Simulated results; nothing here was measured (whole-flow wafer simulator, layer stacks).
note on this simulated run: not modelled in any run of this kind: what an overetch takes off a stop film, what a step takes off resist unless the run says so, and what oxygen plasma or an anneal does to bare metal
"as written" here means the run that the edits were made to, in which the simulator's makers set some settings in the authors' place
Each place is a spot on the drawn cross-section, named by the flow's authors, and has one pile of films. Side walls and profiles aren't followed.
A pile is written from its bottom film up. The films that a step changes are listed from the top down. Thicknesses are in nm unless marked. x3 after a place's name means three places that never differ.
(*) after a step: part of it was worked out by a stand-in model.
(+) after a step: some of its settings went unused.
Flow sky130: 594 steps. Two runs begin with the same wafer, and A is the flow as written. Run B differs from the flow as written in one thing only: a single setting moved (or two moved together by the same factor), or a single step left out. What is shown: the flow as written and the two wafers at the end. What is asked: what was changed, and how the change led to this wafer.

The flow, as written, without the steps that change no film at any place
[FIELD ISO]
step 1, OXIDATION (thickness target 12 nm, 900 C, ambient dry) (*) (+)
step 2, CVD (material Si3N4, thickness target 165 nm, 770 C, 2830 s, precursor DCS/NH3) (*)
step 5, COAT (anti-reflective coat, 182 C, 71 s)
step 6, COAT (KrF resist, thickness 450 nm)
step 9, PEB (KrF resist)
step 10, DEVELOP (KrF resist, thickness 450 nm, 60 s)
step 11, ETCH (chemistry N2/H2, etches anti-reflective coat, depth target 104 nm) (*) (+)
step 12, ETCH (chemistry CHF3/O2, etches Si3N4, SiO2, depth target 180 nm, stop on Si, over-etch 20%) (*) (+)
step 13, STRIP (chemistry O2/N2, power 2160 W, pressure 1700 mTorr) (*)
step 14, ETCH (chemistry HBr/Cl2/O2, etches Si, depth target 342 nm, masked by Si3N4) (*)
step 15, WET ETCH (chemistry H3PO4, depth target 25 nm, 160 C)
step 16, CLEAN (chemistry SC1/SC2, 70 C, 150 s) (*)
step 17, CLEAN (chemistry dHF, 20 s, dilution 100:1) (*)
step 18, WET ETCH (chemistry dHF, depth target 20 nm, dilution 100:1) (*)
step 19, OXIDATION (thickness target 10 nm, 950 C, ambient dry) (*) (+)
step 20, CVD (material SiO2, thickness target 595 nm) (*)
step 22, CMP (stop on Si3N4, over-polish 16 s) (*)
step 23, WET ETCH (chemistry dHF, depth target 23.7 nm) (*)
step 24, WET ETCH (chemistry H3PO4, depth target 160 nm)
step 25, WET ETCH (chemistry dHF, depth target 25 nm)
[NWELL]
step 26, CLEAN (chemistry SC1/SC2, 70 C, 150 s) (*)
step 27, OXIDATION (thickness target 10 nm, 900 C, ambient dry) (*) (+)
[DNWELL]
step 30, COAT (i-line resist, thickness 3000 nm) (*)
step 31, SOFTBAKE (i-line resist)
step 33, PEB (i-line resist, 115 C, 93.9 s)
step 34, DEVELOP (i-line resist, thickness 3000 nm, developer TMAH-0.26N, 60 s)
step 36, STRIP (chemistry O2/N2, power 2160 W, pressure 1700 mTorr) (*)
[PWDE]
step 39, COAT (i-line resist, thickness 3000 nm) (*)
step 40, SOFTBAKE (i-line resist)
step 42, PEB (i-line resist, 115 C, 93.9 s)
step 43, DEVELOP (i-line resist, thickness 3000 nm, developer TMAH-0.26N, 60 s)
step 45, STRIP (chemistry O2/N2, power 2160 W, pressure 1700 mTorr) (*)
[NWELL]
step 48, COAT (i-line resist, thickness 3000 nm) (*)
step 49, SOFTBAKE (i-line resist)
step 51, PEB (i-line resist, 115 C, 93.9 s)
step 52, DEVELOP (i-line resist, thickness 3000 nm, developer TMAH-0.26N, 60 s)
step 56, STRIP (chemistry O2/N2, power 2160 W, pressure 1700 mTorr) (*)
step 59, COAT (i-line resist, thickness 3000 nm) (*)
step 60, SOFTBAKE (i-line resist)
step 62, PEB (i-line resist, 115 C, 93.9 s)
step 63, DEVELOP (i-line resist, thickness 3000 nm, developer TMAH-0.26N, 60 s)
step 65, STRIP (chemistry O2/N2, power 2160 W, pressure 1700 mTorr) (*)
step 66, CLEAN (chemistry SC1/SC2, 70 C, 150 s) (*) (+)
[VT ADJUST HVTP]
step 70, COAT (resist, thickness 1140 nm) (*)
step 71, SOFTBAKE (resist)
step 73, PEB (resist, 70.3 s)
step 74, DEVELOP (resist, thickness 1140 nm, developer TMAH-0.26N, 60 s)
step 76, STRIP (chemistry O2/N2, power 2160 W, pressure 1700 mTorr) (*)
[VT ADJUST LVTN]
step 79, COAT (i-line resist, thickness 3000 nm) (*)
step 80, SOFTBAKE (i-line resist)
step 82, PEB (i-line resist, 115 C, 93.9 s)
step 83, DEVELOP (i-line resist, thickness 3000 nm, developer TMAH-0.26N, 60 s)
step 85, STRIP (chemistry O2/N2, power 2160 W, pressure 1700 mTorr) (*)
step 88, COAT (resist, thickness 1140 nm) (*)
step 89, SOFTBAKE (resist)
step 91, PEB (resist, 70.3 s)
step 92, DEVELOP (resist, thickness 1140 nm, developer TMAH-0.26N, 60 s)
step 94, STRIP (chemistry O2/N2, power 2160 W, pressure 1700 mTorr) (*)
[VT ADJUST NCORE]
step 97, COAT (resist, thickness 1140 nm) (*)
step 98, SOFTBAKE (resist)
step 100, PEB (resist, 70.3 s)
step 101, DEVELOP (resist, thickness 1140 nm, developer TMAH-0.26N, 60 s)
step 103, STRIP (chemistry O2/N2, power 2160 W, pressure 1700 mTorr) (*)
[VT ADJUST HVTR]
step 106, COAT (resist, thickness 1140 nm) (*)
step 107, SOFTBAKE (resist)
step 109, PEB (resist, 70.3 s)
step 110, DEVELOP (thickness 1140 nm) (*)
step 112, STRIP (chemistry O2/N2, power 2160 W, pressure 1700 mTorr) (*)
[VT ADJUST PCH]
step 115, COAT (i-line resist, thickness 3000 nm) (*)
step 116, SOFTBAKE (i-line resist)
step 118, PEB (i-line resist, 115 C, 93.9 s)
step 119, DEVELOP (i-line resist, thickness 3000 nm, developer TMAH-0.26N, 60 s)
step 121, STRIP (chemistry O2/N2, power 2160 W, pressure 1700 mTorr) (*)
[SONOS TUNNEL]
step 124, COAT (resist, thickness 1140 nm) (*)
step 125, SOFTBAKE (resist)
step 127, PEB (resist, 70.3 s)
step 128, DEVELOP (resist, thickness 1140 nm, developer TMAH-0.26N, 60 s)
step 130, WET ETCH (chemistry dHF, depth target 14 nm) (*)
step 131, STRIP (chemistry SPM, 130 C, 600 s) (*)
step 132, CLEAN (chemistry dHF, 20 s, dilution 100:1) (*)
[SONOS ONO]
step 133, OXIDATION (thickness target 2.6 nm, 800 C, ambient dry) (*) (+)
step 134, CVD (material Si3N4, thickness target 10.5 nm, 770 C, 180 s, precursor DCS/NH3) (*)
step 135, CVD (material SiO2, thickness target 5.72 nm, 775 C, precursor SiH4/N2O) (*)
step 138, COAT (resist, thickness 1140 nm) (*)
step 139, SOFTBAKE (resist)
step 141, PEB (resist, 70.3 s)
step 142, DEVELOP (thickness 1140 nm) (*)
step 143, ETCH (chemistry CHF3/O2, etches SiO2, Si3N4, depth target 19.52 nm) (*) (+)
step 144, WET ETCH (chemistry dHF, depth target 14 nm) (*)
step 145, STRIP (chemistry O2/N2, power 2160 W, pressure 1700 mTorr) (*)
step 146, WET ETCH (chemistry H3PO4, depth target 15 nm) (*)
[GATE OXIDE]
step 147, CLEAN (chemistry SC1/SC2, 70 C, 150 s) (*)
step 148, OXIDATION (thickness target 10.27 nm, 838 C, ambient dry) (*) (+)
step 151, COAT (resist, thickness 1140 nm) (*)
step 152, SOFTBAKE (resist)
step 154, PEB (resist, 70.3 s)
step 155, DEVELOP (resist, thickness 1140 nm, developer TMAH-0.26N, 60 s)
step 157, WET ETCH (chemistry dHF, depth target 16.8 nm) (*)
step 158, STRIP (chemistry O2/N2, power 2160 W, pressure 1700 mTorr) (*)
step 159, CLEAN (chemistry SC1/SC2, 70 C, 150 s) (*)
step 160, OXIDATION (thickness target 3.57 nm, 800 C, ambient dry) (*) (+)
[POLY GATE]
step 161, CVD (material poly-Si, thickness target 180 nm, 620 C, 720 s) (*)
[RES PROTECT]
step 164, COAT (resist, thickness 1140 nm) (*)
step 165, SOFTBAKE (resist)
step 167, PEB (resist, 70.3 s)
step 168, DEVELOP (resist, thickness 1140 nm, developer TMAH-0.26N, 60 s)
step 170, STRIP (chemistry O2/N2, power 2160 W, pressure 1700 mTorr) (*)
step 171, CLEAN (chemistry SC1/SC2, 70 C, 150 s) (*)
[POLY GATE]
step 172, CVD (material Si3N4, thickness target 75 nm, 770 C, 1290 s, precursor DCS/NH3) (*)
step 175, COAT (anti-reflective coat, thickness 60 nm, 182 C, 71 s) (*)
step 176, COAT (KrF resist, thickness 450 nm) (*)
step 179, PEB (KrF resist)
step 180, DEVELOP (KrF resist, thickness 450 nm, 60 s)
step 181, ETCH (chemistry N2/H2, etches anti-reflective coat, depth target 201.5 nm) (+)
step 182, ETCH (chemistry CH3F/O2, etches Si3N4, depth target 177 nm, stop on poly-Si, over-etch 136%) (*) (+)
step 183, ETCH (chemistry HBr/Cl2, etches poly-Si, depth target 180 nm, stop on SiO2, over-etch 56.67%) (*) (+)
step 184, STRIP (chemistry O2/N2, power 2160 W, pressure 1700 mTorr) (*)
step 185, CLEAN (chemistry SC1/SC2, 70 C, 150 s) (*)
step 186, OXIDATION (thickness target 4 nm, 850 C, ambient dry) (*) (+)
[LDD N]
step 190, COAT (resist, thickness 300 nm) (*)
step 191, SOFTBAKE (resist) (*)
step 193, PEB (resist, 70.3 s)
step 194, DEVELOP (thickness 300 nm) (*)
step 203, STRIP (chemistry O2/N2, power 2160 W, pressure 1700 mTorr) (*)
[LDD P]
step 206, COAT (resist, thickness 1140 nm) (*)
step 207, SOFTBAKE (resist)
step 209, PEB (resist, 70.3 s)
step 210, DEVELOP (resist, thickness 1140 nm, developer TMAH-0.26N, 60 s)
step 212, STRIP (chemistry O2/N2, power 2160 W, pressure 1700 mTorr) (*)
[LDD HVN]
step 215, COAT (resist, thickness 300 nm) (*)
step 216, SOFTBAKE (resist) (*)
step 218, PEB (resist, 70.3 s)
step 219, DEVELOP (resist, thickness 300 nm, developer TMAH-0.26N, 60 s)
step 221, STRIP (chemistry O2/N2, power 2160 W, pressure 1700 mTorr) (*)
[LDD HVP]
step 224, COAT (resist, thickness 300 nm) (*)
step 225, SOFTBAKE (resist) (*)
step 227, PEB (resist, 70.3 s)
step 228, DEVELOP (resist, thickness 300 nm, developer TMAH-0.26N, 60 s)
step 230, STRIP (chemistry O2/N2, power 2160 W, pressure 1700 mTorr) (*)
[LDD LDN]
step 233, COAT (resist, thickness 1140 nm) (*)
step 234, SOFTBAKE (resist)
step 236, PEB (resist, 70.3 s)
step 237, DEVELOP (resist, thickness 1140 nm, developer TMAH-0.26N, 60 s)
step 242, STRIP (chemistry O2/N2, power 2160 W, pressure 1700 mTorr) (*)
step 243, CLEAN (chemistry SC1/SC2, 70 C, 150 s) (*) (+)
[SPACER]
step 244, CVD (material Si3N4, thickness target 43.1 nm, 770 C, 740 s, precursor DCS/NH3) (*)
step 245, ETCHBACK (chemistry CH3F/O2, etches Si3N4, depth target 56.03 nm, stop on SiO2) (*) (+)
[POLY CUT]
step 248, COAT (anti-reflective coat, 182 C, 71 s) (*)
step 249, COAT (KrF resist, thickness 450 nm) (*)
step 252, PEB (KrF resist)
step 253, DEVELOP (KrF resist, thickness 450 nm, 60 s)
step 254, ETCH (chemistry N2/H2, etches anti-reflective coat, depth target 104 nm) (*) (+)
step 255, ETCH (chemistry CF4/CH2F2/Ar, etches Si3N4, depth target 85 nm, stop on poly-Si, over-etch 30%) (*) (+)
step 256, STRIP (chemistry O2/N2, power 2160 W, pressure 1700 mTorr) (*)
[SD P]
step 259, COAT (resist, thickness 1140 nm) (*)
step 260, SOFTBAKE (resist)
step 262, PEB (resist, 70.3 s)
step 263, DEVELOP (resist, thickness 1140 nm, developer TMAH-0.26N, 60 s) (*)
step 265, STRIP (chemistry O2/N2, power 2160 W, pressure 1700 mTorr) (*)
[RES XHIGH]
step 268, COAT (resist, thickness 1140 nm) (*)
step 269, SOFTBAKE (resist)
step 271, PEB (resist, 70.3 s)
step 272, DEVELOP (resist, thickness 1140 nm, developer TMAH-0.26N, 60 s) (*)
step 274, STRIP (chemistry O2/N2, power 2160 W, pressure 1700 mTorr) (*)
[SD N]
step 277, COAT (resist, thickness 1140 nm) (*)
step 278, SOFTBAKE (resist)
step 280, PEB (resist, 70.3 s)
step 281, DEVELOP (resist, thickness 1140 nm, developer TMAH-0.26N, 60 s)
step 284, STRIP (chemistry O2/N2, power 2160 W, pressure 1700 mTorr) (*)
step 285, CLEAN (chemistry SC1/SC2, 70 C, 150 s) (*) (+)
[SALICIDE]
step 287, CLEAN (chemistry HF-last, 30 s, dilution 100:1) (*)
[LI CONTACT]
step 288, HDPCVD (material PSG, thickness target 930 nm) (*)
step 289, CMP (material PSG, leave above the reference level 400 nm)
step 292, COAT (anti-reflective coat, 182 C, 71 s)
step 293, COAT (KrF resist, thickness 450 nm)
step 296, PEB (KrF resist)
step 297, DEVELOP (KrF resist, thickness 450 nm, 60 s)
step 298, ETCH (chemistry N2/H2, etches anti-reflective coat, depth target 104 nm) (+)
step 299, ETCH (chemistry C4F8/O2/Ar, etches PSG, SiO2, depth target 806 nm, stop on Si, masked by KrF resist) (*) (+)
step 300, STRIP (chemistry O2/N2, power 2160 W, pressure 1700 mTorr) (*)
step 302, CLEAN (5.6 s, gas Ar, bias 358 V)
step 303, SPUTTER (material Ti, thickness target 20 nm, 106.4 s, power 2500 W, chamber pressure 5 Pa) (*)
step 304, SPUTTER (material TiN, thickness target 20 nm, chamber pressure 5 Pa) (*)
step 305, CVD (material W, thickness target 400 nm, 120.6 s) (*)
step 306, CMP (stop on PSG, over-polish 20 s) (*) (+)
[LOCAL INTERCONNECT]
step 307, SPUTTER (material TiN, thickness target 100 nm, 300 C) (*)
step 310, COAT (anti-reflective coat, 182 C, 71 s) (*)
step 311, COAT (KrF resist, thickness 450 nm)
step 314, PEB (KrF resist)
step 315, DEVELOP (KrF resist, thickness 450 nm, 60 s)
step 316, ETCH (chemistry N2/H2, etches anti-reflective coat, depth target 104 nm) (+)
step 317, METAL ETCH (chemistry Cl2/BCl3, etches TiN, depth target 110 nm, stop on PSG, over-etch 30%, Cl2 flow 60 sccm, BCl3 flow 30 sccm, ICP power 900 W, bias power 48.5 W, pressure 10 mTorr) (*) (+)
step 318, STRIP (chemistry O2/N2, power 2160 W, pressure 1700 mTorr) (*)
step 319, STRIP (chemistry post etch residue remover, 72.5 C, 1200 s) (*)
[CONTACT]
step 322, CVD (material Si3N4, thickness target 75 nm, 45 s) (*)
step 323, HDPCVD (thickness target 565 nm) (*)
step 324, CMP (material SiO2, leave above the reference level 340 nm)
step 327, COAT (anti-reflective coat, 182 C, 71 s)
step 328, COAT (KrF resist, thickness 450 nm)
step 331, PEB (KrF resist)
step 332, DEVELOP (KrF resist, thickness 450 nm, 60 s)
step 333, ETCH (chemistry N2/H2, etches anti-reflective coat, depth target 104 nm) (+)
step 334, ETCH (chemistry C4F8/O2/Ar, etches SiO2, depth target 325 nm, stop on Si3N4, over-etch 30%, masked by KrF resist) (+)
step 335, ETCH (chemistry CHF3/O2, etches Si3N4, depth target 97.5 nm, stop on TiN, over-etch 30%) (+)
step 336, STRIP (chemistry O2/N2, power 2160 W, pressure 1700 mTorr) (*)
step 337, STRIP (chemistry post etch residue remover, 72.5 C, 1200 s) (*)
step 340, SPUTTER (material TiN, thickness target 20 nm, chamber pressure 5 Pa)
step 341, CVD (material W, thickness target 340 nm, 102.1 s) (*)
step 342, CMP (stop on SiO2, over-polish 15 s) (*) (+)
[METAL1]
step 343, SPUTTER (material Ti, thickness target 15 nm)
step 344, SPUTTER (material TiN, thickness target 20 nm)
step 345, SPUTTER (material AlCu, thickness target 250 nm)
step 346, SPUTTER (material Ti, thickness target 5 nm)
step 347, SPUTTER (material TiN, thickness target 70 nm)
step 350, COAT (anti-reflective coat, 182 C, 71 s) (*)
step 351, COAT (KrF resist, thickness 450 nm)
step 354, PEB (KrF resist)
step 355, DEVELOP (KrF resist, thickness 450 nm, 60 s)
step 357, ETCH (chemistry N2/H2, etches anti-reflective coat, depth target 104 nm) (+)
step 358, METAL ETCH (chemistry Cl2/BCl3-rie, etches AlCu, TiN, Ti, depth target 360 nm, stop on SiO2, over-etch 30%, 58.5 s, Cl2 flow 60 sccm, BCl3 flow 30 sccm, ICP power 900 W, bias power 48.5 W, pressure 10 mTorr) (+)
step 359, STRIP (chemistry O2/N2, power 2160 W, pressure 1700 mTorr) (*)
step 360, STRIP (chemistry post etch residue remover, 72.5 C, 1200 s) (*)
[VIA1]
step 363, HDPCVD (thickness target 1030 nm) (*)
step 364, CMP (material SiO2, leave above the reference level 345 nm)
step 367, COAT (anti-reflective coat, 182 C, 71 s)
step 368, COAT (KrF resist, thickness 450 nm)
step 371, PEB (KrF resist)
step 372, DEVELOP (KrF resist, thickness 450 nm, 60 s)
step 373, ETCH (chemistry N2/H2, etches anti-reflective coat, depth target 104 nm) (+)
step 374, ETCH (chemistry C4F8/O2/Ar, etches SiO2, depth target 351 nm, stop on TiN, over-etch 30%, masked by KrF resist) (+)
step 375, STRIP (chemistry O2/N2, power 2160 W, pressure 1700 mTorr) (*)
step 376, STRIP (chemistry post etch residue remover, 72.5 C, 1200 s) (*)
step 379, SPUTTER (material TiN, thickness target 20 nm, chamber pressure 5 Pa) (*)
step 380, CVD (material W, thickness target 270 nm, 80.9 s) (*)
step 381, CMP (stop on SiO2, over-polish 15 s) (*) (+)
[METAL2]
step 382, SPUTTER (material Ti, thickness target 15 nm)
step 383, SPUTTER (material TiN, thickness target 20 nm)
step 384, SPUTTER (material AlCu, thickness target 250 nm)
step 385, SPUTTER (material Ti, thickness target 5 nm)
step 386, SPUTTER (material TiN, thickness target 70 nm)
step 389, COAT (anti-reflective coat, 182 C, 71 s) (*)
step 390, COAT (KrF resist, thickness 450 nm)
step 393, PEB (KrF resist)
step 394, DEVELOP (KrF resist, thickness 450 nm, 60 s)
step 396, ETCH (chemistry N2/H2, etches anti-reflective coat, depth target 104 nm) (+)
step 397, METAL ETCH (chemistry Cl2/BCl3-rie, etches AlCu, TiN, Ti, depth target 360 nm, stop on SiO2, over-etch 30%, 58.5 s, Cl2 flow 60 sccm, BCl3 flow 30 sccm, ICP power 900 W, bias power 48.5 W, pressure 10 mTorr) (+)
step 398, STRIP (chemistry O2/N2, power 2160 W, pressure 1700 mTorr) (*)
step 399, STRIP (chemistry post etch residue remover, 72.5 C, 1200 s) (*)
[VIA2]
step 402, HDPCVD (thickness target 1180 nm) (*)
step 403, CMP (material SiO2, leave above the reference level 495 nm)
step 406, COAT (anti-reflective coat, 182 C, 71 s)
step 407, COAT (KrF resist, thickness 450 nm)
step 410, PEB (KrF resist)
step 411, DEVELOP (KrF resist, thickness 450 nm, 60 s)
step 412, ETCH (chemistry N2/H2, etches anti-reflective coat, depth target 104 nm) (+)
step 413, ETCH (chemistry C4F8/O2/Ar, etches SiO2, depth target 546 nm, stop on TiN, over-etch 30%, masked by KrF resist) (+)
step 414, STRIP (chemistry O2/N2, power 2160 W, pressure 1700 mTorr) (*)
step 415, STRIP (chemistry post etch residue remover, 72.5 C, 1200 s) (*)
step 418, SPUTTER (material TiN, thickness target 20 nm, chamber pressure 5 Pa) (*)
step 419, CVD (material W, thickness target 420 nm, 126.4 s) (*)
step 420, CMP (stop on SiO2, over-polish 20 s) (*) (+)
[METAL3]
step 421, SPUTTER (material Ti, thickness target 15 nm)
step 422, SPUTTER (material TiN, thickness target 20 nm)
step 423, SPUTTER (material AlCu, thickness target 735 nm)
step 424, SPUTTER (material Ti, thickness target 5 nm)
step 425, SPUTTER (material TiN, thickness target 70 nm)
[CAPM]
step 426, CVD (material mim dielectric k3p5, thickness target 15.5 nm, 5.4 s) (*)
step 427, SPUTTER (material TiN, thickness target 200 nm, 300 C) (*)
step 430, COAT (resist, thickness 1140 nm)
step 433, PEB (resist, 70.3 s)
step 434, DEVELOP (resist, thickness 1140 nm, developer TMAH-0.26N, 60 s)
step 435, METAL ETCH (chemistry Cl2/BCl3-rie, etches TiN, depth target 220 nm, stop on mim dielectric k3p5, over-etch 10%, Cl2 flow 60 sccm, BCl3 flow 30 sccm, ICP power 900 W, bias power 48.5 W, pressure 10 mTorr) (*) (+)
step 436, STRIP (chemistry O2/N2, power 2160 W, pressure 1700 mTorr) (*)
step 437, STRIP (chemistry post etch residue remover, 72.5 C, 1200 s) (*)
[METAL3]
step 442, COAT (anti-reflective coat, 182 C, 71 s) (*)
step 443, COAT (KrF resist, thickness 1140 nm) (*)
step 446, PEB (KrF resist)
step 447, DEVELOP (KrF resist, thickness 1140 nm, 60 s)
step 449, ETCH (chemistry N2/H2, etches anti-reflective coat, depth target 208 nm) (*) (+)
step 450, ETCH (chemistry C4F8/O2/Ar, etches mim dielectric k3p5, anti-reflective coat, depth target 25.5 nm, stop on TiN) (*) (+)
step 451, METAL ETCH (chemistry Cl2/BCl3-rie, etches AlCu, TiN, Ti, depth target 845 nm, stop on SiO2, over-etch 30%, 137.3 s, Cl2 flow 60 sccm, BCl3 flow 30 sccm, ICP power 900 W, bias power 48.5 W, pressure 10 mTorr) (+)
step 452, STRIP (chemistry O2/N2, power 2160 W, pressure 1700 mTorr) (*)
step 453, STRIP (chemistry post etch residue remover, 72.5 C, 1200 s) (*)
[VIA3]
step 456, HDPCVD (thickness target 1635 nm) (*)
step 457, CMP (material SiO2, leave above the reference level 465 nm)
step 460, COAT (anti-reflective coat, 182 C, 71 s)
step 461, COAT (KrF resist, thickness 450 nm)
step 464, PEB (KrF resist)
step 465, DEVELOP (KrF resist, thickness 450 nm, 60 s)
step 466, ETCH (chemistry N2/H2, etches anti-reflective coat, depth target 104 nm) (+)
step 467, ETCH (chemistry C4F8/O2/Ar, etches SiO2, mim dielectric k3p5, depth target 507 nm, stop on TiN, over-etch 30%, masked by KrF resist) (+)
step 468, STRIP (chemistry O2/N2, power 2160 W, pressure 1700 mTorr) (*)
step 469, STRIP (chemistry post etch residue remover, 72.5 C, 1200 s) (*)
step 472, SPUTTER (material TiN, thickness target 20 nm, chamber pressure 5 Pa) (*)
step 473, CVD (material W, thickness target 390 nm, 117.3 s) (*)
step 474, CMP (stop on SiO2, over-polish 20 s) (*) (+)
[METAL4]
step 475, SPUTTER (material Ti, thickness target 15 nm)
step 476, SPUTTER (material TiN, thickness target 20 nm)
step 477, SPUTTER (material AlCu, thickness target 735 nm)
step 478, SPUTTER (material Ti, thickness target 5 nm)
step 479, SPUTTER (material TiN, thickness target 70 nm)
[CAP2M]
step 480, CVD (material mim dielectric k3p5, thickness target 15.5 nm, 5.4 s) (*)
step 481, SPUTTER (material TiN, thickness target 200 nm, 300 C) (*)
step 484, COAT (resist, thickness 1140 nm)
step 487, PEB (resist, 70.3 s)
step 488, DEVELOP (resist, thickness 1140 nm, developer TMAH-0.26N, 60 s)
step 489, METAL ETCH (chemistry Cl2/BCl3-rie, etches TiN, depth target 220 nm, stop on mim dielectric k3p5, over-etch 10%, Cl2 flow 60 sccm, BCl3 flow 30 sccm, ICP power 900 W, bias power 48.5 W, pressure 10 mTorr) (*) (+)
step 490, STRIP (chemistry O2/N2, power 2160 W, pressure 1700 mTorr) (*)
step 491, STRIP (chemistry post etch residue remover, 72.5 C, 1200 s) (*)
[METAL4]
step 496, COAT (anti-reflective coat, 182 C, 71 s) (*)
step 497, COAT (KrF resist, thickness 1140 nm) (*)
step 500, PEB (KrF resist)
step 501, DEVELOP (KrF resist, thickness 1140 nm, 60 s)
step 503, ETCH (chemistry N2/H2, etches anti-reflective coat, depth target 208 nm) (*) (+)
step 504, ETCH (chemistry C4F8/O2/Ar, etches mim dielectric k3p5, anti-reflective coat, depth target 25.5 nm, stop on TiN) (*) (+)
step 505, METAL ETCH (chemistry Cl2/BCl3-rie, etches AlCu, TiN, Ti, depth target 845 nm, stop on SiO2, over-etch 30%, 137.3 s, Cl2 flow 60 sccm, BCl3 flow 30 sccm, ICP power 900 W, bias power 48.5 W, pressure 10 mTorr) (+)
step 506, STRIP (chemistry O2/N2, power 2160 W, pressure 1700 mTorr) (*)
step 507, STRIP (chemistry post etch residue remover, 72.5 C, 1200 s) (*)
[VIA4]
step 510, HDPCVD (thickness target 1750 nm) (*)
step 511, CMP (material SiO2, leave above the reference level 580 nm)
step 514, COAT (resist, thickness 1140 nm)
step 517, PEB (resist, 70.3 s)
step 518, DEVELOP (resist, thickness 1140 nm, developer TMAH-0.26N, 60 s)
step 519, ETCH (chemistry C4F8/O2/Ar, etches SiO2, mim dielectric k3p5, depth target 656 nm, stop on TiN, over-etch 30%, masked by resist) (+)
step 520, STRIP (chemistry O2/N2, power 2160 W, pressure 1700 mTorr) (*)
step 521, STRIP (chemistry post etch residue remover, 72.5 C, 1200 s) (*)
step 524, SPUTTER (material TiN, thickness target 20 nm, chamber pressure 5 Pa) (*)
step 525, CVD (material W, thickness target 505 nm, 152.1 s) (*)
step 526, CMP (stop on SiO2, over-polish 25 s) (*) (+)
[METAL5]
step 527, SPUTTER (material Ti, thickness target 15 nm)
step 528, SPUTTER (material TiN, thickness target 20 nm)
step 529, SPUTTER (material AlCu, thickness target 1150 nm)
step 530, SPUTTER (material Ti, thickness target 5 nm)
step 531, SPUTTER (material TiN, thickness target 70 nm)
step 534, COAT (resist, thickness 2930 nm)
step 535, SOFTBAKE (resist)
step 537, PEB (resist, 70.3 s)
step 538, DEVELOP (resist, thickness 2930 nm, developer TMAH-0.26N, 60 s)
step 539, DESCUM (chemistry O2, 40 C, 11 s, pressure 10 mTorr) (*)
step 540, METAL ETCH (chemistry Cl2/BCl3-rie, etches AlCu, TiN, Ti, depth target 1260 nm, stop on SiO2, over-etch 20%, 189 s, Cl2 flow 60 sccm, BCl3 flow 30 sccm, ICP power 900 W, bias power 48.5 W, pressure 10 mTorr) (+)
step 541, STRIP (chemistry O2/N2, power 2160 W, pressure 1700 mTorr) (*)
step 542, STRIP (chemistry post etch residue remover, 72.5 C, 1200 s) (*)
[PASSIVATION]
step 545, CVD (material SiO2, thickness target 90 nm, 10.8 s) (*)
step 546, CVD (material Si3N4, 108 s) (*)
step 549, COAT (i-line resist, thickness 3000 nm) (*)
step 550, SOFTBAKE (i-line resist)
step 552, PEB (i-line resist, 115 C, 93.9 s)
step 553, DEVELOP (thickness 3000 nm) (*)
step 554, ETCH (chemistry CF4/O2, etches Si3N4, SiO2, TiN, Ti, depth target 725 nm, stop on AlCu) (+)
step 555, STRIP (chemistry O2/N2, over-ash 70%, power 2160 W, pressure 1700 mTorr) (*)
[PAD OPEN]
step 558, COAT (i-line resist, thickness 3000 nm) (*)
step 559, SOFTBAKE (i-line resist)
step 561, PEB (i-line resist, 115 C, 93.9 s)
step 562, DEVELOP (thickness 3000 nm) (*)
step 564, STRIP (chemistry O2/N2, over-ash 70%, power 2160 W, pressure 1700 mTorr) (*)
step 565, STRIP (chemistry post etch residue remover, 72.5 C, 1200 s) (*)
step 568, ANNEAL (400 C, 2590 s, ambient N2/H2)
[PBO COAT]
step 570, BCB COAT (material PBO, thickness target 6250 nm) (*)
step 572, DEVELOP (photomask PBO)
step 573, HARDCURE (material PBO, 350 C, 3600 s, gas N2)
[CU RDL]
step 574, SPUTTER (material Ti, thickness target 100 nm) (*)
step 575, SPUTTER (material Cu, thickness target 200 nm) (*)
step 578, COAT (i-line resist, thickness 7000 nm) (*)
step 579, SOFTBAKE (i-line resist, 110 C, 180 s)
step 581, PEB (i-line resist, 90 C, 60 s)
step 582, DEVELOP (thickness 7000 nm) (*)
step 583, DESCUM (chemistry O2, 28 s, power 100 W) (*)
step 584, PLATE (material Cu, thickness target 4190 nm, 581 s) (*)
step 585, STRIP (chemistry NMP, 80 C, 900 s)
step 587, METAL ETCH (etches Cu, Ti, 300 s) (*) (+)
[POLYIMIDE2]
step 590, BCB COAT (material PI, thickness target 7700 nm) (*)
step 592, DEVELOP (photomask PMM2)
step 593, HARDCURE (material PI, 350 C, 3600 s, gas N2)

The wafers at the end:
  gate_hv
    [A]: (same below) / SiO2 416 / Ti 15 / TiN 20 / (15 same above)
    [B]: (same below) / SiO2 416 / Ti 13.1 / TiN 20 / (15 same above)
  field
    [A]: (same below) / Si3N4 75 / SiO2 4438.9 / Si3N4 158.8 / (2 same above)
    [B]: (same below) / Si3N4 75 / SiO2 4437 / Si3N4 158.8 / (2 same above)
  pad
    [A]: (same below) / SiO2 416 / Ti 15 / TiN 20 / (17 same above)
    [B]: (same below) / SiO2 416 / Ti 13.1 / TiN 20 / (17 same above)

What caused this: step 421, SPUTTER: thickness target 13.1 nm was run, while the flow as written has thickness target 15 nm.
One can read it off the wafer: gate_hv has Ti 13.1, and step 421 as written asks for 15 nm.

Step by step, how the change led to this:
  step 421, SPUTTER (material Ti, thickness target 15 nm)
      field, active, n_well and 188 more: A Ti gains 15 (new film) | B Ti gains 13.1 (new film)
  step 451, METAL ETCH (chemistry Cl2/BCl3-rie, etches AlCu, TiN, Ti, depth target 845 nm, stop on SiO2, over-etch 30%, 137.3 s, Cl2 flow 60 sccm, BCl3 flow 30 sccm, ICP power 900 W, bias power 48.5 W, pressure 10 mTorr) (+)
      field, gate, spacer and 68 more: A TiN loses 70 (all of it), Ti loses 5 (all of it), AlCu loses 735 (all of it), TiN loses 20 (all of it), Ti loses 15 (all of it), SiO2 loses 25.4 | B TiN loses 70 (all of it), Ti loses 5 (all of it), AlCu loses 735 (all of it), TiN loses 20 (all of it), Ti loses 13.1 (all of it), SiO2 loses 25.5
      active, vpp_ln, vpp_iso2 and 11 more: A TiN loses 70 (all of it), Ti loses 5 (all of it), AlCu loses 735 (all of it), TiN loses 20 (all of it), Ti loses 15 (all of it), SiO2 loses 25.3 | B TiN loses 70 (all of it), Ti loses 5 (all of it), AlCu loses 735 (all of it), TiN loses 20 (all of it), Ti loses 13.1 (all of it), SiO2 loses 25.5
